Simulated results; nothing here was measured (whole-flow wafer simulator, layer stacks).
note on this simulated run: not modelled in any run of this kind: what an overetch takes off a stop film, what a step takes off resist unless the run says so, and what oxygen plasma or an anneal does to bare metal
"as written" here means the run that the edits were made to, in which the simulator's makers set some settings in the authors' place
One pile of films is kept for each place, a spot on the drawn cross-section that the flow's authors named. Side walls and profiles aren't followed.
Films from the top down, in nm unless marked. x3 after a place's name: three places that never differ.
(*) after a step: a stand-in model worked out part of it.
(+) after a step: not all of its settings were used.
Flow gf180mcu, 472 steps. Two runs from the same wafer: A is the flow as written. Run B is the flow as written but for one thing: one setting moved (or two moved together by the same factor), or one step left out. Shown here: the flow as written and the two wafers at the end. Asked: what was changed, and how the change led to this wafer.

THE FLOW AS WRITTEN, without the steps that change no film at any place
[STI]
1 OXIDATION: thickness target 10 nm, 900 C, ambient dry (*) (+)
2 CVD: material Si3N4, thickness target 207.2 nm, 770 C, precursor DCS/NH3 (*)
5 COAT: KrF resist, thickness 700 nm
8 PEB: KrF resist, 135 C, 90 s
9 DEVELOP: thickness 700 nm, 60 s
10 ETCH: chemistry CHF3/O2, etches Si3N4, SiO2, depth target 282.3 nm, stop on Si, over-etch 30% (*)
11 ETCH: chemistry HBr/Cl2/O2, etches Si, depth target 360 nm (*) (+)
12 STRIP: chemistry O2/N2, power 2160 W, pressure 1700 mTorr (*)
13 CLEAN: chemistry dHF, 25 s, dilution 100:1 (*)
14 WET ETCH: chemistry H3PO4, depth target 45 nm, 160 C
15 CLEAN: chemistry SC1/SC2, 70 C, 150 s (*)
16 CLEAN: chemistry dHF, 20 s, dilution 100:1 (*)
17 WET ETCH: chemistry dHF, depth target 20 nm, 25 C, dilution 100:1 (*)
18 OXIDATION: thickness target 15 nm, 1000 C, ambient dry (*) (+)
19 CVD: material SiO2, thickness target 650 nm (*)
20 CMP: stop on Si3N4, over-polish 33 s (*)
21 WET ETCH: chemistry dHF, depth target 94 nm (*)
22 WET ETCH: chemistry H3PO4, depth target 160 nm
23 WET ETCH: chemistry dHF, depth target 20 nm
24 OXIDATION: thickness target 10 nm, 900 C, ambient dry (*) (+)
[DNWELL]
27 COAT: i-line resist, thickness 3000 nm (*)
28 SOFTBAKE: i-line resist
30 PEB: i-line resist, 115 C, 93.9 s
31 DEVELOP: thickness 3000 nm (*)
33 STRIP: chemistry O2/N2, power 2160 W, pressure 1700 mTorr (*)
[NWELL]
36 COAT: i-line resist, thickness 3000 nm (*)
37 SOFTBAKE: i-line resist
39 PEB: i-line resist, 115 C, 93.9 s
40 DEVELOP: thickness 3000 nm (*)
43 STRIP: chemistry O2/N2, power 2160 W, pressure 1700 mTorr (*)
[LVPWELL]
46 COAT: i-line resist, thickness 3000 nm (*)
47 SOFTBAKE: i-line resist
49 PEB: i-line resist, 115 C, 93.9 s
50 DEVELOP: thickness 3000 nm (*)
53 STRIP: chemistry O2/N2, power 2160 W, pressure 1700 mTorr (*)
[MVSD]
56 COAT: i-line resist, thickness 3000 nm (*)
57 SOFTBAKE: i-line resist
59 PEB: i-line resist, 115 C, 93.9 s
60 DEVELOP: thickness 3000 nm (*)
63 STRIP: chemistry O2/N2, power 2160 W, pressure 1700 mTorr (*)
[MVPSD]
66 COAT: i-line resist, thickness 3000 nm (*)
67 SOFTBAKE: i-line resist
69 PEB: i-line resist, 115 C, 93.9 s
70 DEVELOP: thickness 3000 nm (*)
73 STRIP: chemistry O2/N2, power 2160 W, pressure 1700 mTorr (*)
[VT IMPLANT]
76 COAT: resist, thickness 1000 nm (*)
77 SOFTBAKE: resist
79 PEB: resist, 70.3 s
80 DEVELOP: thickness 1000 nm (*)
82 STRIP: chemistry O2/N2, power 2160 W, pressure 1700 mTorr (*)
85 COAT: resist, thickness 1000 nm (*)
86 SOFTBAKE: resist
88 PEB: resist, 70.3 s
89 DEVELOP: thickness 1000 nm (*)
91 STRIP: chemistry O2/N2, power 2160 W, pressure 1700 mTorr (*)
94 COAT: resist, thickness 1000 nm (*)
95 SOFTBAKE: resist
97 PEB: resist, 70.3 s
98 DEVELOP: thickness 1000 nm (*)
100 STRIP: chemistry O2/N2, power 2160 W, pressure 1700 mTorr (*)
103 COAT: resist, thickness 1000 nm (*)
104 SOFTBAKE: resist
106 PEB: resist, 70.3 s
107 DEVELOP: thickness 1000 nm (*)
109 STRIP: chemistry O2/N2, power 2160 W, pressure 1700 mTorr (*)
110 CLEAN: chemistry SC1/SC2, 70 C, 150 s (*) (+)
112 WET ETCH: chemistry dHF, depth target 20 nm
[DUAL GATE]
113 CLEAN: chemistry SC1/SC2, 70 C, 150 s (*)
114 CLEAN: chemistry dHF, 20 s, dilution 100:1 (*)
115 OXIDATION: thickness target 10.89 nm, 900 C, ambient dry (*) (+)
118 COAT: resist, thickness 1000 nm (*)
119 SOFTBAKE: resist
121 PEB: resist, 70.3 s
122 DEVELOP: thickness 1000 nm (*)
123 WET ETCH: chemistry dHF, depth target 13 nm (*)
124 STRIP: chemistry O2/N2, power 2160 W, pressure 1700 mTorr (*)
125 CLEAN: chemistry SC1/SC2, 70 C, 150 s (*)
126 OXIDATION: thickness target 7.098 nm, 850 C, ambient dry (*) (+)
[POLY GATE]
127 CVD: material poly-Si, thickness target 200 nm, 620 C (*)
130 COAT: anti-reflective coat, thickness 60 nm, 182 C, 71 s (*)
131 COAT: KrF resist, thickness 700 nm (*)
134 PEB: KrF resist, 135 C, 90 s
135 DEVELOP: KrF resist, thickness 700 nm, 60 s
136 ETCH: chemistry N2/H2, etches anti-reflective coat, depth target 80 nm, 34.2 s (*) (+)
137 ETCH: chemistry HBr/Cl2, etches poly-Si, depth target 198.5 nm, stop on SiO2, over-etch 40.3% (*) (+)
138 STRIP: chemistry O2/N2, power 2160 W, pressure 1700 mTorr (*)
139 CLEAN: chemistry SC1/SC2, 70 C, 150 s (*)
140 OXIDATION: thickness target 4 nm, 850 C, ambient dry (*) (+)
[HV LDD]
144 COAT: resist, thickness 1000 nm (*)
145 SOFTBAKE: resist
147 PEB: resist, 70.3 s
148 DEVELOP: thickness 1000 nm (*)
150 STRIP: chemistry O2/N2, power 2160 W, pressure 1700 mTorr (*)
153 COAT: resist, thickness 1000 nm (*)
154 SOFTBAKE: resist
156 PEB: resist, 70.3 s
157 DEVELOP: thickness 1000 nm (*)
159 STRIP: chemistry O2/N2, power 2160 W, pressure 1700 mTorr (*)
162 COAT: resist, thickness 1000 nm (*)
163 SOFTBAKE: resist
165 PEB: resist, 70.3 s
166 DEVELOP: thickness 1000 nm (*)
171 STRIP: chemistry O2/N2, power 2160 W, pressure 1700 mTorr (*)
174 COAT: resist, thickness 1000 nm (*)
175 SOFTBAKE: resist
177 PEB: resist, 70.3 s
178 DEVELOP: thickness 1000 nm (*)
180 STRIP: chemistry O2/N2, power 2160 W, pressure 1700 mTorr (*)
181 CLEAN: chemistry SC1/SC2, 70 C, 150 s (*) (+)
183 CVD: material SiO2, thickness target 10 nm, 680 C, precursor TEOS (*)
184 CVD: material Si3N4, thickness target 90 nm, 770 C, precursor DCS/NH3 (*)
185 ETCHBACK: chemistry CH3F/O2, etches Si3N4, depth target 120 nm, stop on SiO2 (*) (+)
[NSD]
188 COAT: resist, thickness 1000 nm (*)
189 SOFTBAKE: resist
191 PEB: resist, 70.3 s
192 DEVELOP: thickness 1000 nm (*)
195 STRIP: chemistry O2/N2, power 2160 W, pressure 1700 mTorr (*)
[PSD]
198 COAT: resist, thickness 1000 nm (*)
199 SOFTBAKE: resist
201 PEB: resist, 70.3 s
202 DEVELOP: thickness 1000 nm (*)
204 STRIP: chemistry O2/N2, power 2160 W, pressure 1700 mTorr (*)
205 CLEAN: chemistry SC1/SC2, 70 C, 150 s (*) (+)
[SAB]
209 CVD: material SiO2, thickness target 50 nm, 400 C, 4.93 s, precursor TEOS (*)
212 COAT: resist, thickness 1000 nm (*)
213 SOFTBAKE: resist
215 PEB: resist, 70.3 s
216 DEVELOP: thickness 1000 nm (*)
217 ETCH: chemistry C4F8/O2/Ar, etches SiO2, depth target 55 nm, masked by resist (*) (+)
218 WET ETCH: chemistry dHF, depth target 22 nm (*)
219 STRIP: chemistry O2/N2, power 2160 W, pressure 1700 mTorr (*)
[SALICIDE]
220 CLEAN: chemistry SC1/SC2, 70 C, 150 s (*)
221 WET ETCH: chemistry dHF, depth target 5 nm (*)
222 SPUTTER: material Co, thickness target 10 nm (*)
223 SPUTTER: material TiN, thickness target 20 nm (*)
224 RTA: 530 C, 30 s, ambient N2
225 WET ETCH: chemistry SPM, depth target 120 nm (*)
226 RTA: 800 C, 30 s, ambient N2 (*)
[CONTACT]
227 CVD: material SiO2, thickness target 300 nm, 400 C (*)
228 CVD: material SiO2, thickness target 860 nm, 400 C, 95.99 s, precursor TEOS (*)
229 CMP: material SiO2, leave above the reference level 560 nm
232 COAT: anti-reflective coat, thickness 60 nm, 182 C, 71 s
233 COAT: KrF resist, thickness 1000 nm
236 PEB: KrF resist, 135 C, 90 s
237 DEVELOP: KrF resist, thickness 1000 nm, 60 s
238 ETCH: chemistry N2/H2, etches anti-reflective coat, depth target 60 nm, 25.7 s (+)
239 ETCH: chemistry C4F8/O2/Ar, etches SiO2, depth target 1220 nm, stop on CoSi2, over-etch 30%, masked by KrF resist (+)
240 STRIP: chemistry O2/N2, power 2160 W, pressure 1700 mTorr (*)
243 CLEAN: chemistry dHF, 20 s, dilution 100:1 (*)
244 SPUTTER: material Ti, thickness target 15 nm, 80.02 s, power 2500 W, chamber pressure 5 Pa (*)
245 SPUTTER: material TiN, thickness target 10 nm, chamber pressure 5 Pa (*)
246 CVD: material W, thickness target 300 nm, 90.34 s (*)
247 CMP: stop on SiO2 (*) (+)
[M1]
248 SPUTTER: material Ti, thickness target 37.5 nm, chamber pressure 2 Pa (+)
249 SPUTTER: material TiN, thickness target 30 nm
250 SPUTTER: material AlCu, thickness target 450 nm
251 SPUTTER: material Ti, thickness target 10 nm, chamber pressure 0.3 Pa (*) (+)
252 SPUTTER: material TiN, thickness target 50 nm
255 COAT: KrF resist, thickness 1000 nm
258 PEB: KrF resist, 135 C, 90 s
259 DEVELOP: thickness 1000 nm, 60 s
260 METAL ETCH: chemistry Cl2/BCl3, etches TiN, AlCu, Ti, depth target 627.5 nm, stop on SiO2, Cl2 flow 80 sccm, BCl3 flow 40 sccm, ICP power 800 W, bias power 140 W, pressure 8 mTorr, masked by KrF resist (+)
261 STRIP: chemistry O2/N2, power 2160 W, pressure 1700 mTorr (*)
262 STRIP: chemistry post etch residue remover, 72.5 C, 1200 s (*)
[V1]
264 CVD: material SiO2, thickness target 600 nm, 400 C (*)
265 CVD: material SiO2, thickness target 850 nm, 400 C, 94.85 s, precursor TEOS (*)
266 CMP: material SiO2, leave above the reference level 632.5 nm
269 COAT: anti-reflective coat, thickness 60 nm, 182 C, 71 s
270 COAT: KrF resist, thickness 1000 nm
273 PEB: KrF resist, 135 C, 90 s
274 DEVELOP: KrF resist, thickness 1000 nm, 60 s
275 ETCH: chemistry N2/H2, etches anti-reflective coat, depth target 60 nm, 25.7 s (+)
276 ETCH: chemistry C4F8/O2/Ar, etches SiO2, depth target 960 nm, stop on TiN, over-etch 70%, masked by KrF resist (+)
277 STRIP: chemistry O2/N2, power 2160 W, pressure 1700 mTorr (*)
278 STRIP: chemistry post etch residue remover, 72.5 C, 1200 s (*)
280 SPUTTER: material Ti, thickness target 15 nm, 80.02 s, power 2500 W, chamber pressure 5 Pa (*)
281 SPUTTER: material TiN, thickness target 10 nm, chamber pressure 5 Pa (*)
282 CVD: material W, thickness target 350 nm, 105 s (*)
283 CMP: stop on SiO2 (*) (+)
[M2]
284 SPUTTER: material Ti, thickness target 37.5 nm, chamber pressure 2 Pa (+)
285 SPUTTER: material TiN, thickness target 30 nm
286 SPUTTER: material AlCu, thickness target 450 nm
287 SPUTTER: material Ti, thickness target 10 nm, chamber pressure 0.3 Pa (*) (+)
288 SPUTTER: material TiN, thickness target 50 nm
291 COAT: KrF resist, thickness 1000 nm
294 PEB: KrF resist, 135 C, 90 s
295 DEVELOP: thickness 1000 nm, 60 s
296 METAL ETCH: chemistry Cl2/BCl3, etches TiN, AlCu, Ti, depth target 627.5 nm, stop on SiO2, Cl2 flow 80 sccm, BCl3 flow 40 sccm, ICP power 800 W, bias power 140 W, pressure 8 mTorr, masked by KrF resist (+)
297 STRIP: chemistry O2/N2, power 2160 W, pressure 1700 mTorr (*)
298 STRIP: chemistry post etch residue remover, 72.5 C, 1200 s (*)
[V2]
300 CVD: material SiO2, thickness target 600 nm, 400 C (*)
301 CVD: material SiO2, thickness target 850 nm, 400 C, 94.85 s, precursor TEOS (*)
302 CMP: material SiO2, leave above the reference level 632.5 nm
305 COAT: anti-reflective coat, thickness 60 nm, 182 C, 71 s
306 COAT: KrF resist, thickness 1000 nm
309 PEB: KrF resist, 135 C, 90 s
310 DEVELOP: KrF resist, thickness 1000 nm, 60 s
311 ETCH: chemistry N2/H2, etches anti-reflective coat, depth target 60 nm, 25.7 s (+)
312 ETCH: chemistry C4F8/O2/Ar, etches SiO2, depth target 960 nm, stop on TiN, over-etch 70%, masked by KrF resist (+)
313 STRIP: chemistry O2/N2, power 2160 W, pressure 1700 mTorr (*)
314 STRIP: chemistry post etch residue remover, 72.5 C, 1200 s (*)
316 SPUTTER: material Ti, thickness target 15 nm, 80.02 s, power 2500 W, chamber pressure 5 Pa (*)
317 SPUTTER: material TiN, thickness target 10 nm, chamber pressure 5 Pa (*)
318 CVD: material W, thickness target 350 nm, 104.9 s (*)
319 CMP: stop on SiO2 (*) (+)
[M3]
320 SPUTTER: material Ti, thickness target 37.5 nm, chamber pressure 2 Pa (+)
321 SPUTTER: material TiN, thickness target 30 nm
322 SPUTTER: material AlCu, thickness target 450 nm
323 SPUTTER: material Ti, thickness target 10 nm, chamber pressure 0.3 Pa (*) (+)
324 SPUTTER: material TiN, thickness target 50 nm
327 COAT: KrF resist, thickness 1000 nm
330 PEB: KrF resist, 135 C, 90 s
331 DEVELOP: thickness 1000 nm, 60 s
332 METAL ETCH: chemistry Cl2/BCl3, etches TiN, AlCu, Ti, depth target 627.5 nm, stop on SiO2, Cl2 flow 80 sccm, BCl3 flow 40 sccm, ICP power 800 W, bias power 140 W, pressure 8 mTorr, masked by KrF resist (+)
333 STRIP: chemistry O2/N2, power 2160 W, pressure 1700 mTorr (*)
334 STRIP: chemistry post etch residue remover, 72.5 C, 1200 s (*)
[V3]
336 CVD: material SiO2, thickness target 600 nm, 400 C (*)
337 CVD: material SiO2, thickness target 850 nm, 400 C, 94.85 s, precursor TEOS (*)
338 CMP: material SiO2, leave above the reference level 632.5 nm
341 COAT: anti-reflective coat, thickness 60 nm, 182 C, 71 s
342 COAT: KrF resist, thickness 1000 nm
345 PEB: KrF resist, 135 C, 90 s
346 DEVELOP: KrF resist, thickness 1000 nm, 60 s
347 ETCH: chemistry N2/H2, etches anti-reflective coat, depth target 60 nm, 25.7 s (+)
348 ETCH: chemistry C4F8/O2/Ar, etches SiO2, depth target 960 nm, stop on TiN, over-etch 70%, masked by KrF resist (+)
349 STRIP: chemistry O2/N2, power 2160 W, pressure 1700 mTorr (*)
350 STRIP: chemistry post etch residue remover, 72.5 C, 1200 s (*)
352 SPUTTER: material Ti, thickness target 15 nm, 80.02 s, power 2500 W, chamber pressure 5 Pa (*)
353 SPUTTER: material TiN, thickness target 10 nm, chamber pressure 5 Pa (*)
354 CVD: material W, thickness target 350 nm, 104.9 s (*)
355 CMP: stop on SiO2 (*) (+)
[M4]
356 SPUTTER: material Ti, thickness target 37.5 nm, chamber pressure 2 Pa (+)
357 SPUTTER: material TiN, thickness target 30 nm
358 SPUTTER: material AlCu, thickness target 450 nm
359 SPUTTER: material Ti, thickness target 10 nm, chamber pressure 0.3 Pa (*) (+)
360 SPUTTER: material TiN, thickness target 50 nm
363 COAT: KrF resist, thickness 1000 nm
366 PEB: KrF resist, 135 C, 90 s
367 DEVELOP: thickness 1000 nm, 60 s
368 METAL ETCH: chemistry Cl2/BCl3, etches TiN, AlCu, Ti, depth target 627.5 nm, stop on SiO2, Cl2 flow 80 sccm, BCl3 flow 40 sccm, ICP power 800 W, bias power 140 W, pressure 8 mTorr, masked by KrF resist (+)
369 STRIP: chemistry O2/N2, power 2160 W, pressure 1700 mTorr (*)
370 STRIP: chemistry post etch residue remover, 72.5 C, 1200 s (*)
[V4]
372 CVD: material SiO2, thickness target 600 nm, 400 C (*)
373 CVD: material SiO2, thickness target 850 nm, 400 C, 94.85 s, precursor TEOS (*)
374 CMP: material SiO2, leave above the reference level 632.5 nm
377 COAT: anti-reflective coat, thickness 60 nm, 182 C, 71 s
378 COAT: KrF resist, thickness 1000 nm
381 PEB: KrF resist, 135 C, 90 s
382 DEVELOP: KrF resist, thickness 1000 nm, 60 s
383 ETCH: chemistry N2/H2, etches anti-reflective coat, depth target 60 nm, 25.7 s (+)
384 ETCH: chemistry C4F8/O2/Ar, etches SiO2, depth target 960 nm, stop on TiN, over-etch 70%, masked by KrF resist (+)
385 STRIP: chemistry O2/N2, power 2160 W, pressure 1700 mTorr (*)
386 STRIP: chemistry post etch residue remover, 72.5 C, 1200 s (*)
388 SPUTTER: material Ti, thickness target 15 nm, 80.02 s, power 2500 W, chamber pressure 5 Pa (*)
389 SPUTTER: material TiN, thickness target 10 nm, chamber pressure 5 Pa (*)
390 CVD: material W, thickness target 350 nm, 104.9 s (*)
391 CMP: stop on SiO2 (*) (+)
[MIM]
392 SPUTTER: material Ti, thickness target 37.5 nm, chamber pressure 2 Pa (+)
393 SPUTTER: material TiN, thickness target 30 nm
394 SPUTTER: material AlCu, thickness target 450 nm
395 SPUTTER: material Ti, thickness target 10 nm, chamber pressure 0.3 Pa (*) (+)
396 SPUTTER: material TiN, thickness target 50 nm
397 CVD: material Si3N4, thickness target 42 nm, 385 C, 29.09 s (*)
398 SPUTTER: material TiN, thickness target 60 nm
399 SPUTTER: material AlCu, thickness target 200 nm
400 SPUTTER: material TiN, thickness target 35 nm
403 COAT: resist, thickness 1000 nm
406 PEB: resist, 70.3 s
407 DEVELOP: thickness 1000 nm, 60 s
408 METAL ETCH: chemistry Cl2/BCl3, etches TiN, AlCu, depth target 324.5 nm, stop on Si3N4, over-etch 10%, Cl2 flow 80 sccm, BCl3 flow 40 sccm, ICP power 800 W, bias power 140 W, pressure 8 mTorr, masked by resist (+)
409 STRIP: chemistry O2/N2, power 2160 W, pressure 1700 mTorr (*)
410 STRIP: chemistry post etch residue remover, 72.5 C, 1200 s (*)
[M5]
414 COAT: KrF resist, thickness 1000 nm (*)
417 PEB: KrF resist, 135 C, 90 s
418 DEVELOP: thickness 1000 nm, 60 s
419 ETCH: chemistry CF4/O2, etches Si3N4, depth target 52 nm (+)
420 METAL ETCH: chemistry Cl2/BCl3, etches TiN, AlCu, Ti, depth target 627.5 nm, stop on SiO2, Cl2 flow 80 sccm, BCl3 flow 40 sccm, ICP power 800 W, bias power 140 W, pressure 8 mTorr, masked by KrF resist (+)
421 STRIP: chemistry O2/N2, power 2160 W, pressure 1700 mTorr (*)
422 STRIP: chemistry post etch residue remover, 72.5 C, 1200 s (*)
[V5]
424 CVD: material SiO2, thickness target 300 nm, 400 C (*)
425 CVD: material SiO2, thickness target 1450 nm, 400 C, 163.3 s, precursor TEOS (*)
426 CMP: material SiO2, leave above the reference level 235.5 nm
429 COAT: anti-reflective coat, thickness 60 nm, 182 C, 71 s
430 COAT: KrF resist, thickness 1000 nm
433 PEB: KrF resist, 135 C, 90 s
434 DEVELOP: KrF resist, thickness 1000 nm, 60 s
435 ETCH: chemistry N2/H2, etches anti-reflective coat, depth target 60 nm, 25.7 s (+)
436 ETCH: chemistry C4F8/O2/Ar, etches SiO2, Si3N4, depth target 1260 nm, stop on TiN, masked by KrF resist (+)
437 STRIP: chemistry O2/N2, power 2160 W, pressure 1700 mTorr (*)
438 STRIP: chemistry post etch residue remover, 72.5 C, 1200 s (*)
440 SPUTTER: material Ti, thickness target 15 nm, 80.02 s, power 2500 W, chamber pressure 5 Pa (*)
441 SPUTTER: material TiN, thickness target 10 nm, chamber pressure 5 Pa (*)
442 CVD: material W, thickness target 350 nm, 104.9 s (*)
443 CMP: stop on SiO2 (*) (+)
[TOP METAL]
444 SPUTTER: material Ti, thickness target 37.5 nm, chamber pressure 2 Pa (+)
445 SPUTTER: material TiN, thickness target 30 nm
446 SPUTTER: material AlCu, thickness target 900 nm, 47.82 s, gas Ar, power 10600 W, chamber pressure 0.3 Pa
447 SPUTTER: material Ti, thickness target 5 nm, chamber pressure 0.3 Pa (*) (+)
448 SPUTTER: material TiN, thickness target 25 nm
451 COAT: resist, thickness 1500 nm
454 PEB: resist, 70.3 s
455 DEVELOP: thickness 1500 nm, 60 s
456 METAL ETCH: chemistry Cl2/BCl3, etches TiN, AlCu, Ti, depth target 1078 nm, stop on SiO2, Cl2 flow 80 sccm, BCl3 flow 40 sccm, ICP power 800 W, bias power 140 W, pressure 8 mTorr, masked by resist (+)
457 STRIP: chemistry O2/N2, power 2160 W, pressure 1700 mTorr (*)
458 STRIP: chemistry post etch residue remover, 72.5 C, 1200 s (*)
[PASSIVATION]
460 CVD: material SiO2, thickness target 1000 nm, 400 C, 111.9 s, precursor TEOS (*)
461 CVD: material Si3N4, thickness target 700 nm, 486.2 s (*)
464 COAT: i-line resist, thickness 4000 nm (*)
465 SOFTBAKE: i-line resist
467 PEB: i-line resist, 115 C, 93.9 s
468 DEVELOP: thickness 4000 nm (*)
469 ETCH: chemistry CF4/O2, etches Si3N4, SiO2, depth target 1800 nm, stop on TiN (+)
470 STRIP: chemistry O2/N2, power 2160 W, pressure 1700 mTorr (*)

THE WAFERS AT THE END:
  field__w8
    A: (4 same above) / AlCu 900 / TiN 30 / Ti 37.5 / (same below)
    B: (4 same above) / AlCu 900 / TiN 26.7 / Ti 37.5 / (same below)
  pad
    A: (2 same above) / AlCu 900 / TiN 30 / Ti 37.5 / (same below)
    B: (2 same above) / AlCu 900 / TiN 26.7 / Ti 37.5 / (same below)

The cause: step 445, SPUTTER: thickness target 26.7 nm was run, where the flow has thickness target 30 nm.
It can be read off the wafer: field__w8 has TiN 26.7, and step 445 as written asks for 30 nm.

How the change led to this, step by step:
  445 SPUTTER: material TiN, thickness target 30 nm
      field, field__w1, field__w2 and 109 more: A TiN +30 (new film) | B TiN +26.7 (new film)
  456 METAL ETCH: chemistry Cl2/BCl3, etches TiN, AlCu, Ti, depth target 1078 nm, stop on SiO2, Cl2 flow 80 sccm, BCl3 flow 40 sccm, ICP power 800 W, bias power 140 W, pressure 8 mTorr, masked by resist (+)
      field, field__w1, field__w2 and 103 more: A TiN -25 (all of it), Ti -5 (all of it), AlCu -900 (all of it), TiN -30 (all of it), Ti -37.5 (all of it) | B TiN -25 (all of it), Ti -5 (all of it), AlCu -900 (all of it), TiN -26.7 (all of it), Ti -37.5 (all of it)
